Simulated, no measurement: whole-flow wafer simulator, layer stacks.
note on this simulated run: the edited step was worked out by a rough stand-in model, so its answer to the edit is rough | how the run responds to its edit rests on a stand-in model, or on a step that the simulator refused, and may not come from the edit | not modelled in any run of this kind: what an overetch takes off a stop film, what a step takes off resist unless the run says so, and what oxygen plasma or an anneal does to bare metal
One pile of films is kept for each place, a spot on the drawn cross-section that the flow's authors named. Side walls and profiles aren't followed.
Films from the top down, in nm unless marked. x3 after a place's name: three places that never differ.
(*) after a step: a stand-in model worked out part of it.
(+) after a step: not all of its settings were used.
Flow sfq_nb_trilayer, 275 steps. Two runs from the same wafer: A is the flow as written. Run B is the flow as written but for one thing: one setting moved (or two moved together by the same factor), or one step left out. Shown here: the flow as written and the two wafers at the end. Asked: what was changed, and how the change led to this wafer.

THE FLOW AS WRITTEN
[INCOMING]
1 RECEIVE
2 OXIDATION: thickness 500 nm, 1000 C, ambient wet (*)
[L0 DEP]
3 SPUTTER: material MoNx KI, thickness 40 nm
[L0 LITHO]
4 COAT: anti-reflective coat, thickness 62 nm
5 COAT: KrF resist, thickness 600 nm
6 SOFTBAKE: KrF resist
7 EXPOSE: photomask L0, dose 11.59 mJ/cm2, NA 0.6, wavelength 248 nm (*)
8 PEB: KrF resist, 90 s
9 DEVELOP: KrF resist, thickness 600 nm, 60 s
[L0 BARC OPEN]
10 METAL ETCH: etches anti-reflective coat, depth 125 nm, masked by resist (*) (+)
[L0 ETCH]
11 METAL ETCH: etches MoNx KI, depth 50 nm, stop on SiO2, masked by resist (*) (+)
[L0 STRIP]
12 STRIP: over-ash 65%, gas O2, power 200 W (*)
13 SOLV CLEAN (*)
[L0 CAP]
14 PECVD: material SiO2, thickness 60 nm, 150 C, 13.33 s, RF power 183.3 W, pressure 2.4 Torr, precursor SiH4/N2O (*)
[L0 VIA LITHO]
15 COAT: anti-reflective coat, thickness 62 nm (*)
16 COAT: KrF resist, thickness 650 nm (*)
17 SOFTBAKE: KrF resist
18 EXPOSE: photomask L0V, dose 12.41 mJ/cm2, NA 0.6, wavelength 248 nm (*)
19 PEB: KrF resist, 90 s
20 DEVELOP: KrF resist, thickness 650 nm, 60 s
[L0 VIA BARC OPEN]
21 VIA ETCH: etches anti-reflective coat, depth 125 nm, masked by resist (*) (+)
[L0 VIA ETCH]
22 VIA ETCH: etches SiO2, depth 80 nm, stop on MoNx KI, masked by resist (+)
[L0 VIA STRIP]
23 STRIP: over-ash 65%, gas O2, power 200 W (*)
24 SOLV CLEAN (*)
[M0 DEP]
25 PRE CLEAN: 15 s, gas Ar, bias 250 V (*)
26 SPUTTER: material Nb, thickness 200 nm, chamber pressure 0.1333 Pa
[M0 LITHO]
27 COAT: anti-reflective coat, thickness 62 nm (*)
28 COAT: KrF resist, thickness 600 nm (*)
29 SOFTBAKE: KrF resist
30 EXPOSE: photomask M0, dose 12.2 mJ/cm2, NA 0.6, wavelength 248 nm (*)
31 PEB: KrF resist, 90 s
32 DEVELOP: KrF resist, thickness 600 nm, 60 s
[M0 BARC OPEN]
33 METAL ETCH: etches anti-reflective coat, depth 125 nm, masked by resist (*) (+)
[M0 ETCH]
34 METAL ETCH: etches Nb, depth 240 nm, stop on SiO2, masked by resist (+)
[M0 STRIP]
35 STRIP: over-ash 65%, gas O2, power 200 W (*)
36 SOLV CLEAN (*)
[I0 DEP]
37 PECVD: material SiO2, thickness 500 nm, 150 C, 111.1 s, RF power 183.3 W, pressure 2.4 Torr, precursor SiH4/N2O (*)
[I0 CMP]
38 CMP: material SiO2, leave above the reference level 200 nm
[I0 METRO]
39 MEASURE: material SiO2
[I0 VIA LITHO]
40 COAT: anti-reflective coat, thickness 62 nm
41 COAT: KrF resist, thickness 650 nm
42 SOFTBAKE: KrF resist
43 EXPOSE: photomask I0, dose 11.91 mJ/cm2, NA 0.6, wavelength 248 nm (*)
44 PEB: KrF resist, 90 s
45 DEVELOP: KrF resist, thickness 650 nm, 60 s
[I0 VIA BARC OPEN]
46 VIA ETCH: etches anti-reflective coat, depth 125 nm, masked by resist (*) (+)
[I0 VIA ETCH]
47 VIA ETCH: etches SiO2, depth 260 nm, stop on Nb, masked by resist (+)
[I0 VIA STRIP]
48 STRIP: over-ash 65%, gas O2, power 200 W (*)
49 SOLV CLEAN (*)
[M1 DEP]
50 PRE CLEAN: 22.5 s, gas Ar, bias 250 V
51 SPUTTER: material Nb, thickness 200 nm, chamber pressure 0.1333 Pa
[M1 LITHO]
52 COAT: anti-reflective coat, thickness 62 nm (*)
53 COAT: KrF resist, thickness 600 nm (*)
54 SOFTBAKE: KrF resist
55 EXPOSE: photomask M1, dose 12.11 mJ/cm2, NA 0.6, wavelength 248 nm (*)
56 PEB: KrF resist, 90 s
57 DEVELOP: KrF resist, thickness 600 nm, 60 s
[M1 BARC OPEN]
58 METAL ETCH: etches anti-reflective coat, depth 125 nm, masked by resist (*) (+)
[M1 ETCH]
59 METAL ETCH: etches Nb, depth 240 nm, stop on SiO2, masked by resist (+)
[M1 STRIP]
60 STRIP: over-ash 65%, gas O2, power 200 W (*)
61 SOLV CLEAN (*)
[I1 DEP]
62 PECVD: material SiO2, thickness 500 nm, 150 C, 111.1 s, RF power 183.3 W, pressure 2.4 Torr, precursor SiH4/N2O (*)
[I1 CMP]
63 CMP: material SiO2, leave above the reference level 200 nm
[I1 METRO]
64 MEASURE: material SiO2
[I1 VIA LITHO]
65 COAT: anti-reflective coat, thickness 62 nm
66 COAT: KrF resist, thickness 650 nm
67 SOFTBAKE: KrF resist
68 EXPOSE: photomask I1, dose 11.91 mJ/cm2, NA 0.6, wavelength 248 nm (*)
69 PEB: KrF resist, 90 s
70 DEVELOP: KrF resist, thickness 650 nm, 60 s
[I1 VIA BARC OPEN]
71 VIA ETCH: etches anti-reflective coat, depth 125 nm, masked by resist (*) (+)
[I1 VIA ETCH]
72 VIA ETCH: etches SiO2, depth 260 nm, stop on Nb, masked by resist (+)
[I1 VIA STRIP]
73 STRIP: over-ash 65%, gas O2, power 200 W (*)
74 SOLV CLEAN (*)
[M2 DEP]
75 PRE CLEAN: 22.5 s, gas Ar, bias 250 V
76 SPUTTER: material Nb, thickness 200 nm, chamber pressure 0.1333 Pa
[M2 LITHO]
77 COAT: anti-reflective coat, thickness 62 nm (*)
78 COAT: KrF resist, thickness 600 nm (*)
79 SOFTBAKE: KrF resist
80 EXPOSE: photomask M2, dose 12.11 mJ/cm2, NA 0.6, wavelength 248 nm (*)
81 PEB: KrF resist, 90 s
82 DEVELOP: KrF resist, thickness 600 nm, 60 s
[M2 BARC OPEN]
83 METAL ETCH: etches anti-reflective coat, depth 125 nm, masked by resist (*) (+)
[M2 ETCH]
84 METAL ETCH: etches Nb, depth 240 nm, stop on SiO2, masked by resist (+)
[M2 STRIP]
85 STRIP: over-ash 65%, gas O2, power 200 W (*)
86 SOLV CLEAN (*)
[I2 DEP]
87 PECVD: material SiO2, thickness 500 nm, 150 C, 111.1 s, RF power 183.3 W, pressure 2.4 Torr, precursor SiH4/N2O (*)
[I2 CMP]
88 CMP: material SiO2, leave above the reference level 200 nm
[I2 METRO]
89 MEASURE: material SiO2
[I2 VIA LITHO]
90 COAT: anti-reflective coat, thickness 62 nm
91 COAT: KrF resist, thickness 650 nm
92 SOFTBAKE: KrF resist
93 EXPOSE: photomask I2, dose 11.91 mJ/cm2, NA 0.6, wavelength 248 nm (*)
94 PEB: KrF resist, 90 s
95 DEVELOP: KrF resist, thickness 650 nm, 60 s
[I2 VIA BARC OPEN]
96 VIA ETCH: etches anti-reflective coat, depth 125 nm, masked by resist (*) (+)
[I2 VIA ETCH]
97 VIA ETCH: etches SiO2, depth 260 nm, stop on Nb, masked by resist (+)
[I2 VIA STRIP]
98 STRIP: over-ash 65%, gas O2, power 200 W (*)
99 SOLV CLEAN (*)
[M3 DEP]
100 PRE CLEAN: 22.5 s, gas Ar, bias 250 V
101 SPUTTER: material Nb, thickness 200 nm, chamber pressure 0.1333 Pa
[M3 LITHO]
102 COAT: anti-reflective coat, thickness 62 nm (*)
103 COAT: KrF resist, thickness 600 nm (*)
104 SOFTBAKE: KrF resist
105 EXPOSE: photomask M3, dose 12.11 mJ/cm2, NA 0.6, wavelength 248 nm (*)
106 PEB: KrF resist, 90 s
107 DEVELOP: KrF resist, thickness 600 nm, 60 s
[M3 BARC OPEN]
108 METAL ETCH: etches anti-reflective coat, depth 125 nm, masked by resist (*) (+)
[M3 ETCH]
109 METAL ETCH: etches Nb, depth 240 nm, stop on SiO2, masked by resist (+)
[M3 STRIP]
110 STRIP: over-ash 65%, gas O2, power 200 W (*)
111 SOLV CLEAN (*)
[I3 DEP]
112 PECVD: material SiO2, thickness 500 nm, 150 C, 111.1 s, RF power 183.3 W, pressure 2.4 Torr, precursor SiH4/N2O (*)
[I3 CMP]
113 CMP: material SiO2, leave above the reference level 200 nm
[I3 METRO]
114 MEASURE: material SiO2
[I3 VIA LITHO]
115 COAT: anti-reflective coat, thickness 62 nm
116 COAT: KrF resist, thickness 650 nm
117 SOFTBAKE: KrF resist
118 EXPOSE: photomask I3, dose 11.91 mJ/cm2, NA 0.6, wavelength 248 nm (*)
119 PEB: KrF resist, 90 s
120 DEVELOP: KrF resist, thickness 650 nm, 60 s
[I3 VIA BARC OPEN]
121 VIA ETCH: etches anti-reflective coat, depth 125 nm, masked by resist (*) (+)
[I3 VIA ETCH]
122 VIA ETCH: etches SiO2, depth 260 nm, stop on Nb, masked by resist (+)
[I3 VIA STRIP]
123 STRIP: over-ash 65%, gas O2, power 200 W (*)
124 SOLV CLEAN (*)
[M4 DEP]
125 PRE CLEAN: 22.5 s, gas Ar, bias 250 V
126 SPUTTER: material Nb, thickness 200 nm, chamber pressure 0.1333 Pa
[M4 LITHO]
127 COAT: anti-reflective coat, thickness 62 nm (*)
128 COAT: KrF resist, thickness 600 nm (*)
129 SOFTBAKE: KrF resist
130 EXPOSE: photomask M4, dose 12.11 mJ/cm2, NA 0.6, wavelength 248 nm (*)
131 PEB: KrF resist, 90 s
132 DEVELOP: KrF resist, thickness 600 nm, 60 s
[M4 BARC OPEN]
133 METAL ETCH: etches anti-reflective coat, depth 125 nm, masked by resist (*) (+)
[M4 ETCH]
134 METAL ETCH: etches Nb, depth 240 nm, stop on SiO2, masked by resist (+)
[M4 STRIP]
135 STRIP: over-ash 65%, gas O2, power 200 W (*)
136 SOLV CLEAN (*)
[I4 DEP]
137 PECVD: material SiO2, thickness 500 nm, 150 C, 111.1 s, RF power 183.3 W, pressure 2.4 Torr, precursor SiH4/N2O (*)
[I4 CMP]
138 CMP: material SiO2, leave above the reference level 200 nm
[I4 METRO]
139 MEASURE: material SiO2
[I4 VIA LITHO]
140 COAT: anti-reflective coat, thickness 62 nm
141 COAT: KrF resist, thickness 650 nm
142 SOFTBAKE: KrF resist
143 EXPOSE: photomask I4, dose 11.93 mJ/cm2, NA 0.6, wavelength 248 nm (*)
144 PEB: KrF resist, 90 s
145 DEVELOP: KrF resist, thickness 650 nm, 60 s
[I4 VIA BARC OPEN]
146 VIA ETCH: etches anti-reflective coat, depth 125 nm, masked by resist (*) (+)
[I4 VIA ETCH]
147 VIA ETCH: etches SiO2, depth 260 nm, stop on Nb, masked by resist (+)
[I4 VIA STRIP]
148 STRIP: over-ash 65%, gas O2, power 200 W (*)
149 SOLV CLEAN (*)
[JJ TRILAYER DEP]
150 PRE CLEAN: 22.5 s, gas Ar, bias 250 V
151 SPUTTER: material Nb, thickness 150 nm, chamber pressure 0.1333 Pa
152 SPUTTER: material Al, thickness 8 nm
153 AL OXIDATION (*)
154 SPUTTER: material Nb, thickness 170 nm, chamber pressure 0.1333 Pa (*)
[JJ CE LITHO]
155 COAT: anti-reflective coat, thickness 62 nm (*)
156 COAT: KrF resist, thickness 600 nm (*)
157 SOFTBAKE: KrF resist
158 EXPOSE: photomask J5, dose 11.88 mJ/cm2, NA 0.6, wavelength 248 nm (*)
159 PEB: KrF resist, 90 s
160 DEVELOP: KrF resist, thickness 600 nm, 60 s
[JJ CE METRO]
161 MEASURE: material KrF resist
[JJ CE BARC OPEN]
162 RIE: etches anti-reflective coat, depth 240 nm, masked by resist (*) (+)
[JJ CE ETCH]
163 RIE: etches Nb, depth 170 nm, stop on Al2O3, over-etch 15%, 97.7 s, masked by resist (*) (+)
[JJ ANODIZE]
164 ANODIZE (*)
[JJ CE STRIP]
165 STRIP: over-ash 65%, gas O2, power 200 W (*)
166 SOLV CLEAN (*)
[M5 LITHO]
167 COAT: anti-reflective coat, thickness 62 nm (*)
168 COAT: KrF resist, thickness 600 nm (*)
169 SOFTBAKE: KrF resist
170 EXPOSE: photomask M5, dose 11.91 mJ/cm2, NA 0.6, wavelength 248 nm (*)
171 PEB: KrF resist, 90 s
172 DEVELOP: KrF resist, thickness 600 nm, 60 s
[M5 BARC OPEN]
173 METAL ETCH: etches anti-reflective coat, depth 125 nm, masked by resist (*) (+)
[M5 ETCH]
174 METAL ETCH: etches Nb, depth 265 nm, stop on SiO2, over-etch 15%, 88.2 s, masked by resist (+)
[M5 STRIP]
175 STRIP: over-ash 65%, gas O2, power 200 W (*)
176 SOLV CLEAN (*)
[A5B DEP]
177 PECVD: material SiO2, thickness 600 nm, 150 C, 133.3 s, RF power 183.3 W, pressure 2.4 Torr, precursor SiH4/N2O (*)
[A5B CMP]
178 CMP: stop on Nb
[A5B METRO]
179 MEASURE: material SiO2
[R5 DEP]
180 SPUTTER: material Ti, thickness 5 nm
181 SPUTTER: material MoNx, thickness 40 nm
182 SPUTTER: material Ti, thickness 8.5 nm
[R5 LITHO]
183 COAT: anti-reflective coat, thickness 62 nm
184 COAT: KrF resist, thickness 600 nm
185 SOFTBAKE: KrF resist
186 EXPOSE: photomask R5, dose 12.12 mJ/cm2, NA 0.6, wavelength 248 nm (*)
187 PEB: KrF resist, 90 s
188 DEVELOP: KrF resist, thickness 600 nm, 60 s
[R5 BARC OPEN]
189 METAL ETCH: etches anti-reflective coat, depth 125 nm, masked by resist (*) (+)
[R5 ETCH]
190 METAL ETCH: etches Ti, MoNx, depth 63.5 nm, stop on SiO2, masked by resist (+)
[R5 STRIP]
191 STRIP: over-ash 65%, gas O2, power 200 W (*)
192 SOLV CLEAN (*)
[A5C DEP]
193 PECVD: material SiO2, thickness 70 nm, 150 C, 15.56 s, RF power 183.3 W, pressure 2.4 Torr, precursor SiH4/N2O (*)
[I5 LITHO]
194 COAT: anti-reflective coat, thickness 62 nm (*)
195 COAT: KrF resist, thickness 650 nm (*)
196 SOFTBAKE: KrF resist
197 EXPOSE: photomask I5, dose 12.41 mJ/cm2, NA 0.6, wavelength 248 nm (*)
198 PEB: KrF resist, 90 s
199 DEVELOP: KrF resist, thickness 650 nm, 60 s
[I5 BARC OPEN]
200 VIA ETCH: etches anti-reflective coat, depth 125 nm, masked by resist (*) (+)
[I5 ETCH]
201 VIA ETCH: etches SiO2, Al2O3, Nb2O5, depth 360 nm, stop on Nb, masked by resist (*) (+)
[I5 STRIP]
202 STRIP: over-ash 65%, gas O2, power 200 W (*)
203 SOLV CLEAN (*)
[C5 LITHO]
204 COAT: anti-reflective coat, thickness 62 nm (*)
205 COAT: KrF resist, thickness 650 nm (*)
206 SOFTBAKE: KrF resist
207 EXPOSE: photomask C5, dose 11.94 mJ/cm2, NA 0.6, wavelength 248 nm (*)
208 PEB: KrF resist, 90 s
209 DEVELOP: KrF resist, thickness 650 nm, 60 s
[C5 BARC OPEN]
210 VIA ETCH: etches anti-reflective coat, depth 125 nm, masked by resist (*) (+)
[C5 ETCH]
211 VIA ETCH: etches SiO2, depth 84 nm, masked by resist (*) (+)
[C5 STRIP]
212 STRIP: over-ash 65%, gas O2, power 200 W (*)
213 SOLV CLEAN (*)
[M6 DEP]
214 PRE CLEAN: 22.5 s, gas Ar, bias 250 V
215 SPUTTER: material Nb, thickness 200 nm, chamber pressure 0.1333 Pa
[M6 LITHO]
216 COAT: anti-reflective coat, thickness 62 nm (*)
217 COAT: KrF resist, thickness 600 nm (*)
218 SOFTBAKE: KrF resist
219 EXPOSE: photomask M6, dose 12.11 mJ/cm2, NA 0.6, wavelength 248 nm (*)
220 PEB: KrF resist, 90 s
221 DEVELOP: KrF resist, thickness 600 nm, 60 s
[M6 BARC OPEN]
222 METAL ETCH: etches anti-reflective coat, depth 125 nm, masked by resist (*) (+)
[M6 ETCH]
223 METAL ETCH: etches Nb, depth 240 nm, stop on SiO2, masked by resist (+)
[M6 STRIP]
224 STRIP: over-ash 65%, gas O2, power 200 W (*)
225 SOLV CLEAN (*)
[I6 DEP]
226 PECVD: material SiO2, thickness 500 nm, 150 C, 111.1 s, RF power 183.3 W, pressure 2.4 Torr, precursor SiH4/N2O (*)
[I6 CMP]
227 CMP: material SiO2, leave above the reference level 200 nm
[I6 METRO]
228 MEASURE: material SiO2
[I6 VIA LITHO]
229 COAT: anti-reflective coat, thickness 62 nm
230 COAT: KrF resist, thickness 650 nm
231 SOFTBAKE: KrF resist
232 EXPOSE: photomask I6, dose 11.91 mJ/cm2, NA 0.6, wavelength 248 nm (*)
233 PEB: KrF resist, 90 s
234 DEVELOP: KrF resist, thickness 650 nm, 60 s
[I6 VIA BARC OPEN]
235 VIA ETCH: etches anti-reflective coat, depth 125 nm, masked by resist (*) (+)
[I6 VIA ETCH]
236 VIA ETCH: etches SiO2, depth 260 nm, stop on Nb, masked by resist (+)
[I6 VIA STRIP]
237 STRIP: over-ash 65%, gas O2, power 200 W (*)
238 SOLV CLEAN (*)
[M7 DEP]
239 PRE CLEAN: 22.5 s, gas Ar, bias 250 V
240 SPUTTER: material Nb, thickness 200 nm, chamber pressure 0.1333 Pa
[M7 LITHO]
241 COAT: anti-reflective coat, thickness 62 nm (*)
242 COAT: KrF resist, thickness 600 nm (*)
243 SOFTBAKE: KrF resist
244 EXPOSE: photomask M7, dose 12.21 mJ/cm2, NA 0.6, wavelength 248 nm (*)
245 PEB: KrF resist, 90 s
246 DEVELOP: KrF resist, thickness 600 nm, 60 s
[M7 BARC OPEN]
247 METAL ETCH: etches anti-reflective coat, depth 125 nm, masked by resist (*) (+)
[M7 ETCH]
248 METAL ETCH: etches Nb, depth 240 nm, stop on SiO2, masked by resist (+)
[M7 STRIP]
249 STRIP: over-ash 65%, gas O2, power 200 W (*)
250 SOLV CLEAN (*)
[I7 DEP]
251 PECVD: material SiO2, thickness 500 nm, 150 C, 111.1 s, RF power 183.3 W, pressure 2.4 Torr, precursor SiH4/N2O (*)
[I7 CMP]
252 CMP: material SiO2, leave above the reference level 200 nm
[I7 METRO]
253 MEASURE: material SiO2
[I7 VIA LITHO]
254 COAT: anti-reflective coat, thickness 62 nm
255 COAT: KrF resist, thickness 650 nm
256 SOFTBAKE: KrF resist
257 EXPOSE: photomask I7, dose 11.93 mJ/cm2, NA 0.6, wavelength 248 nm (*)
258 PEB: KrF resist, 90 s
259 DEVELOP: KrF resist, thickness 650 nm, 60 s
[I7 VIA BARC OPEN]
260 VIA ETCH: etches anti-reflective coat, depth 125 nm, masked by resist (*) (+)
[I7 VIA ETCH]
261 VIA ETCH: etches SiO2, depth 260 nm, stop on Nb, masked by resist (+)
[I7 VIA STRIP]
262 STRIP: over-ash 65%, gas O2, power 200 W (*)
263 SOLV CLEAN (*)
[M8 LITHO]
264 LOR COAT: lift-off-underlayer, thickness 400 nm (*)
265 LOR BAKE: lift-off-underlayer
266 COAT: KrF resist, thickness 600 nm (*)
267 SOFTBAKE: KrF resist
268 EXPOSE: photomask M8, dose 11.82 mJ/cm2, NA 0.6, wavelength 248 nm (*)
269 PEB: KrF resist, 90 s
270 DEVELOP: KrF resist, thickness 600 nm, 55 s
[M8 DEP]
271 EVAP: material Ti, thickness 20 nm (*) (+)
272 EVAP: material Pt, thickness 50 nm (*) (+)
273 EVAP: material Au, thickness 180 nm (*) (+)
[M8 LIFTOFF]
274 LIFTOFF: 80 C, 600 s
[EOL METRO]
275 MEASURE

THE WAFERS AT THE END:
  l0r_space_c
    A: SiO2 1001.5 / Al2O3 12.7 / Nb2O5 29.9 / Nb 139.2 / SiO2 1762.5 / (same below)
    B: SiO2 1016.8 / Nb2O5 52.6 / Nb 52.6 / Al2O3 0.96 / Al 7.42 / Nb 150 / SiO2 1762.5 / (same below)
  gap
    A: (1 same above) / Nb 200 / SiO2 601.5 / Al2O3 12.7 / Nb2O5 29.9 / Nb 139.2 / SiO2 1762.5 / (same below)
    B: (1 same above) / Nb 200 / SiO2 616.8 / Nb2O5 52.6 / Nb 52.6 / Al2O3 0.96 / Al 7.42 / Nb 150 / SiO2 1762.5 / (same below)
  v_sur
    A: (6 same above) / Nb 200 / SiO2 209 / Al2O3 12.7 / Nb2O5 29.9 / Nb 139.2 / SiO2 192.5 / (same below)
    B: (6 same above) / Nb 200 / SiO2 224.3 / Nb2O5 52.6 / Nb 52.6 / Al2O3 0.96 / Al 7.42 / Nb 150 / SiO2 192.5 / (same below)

The cause: step 154, SPUTTER: thickness 267 nm was run, where the flow has thickness 170 nm.

How the change led to this, step by step:
  154 SPUTTER: material Nb, thickness 170 nm, chamber pressure 0.1333 Pa (*)
      field_l, v_sur, via_sp and 100 more: A Nb +170 (new film) | B Nb +267 (new film)
      via_wl, via_wr: A Nb +140.7 (new film) | B Nb +221.9 (new film)
      (and at 1 more place)
  155 COAT: anti-reflective coat, thickness 62 nm (*)
      via_wl, via_wr: A anti-reflective coat +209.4 (new film) | B anti-reflective coat +239.8 (new film)
      via_w: A anti-reflective coat +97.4 (new film) | B anti-reflective coat +107.7 (new film)
  156 COAT: KrF resist, thickness 600 nm (*)
      via_wl: A KrF resist +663 (new film) | B KrF resist +648.6 (new film)
      via_wr: A KrF resist +663.2 (new film) | B KrF resist +648.7 (new film)
  160 DEVELOP: KrF resist, thickness 600 nm, 60 s
      via_wl: A KrF resist -661.6 (all of it) | B KrF resist -647.2 (all of it)
      via_wr: A KrF resist -661.8 (all of it) | B KrF resist -647.4 (all of it)
  162 RIE: etches anti-reflective coat, depth 240 nm, masked by resist (*) (+)
      ce_l, c5j, ce_r, wl_jj: A KrF resist -209.4 | B KrF resist -239.8
      via_wl, via_wr: A anti-reflective coat -209.4 (all of it) | B anti-reflective coat -239.8 (all of it)
      (and at 1 more place)
  163 RIE: etches Nb, depth 170 nm, stop on Al2O3, over-etch 15%, 97.7 s, masked by resist (*) (+)
      field_l, v_sur, via_sp and 96 more: A Nb -170 (all of it), Al2O3 -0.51 | B Nb -195.5
      via_wl, via_wr: A Nb -140.7 (all of it), Al2O3 -0.96 (all of it) | B Nb -195.5
      (and at 1 more place)
  164 ANODIZE (*)
      field_l, v_sur, via_sp and 96 more: A Al2O3 +12.2, Nb2O5 +29.9 (new film), Al -7.42 (all of it), Nb -10.8 | B Nb2O5 +52.6 (new film), Nb -18.9
      via_wl, via_wr: A Al2O3 +7.52 (new film), Nb2O5 +39.2 (new film), Al -4.56 (all of it), Nb -14.1 | B Nb2O5 +52.6 (new film), Nb -18.9
      (and at 1 more place)
  165 STRIP: over-ash 65%, gas O2, power 200 W (*)
      ce_l: A KrF resist -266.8 (all of it), anti-reflective coat -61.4 (all of it) | B KrF resist -236.3 (all of it), anti-reflective coat -61.4 (all of it)
      c5j: A KrF resist -266.9 (all of it), anti-reflective coat -61.5 (all of it) | B KrF resist -236.4 (all of it), anti-reflective coat -61.5 (all of it)
      (and at 2 more places)
  167 COAT: anti-reflective coat, thickness 62 nm (*)
      wl_j_sl, wl_j_sr: A anti-reflective coat +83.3 (new film) | B anti-reflective coat +85.4 (new film)
      via_wl: A anti-reflective coat +170.5 (new film) | B anti-reflective coat +235.4 (new film)
      (and at 8 more places)
  168 COAT: KrF resist, thickness 600 nm (*)
      via_wl: A KrF resist +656 (new film) | B KrF resist +635.6 (new film)
      via_w: A KrF resist +732.6 (new film) | B KrF resist +754.8 (new film)
      (and at 1 more place)
  174 METAL ETCH: etches Nb, depth 265 nm, stop on SiO2, over-etch 15%, 88.2 s, masked by resist (+)
      field_l, r_sur, res and 50 more: A Al2O3 -12.6 (all of it), Nb2O5 -29.9 (all of it), Nb -139.2 (all of it), SiO2 -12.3 | B Nb2O5 -52.6 (all of it), Nb -52.6 (all of it), Al2O3 -0.96 (all of it), Al -7.42 (all of it), Nb -150 (all of it)
  175 STRIP: over-ash 65%, gas O2, power 200 W (*)
      via_wl: A KrF resist -427 (all of it), anti-reflective coat -170.5 (all of it) | B KrF resist -406.7 (all of it), anti-reflective coat -235.4 (all of it)
      via_w: A KrF resist -503.5 (all of it), anti-reflective coat -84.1 (all of it) | B KrF resist -525.6 (all of it), anti-reflective coat -101.8 (all of it)
      (and at 9 more places)
  177 PECVD: material SiO2, thickness 600 nm, 150 C, 133.3 s, RF power 183.3 W, pressure 2.4 Torr, precursor SiH4/N2O (*)
      via_wl, via_wr: A SiO2 +600 (new film) | B SiO2 +667.3 (new film)
      via_w: A SiO2 +600 (new film) | B SiO2 +664.8 (new film)
  178 CMP: stop on Nb
      v_sur, via_sp, via_v and 43 more: A SiO2 -453.5 | B SiO2 -438.2
      field_l, p4_fl, p4_fm and 39 more: A SiO2 -259.3 | B SiO2 -174.6
      (and at 11 more places)
  201 VIA ETCH: etches SiO2, Al2O3, Nb2O5, depth 360 nm, stop on Nb, masked by resist (*) (+)
      be: A SiO2 -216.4 (all of it), Al2O3 -12.7 (all of it), Nb2O5 -29.9 (all of it) | B SiO2 -231.6 (all of it), Nb2O5 -52.6 (all of it)
  204 COAT: anti-reflective coat, thickness 62 nm (*)
      be: A anti-reflective coat +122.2 (new film) | B anti-reflective coat +125.9 (new film)
  ... 6 more steps ...
  226 PECVD: material SiO2, thickness 500 nm, 150 C, 111.1 s, RF power 183.3 W, pressure 2.4 Torr, precursor SiH4/N2O (*)
      be: A SiO2 +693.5 (new film) | B SiO2 +724.4 (new film)
Counting metal films that touch as one body, l0r_space_c has 3 bodies (between them, from the top down: Al2O3 0.96; SiO2 1762.5); the flow as written gives 2 bodies (between them, from the top down: SiO2 1762.5).
Counting metal films that touch as one body, gap has 4 bodies (between them, from the top down: SiO2 616.8 / Nb2O5 52.6; Al2O3 0.96; SiO2 1762.5); the flow as written gives 3 bodies (between them, from the top down: SiO2 601.5 / Al2O3 12.7 / Nb2O5 29.9; SiO2 1762.5).
Counting metal films that touch as one body, v_sur has 10 bodies (between them, from the top down: SiO2 200; SiO2 192.5; SiO2 224.3 / Nb2O5 52.6; Al2O3 0.96; SiO2 192.5; SiO2 192.5; SiO2 192.5; SiO2 192.5; SiO2 192.5); the flow as written gives 9 bodies (between them, from the top down: SiO2 200; SiO2 192.5; SiO2 209 / Al2O3 12.7 / Nb2O5 29.9; SiO2 192.5; SiO2 192.5; SiO2 192.5; SiO2 192.5; SiO2 192.5).
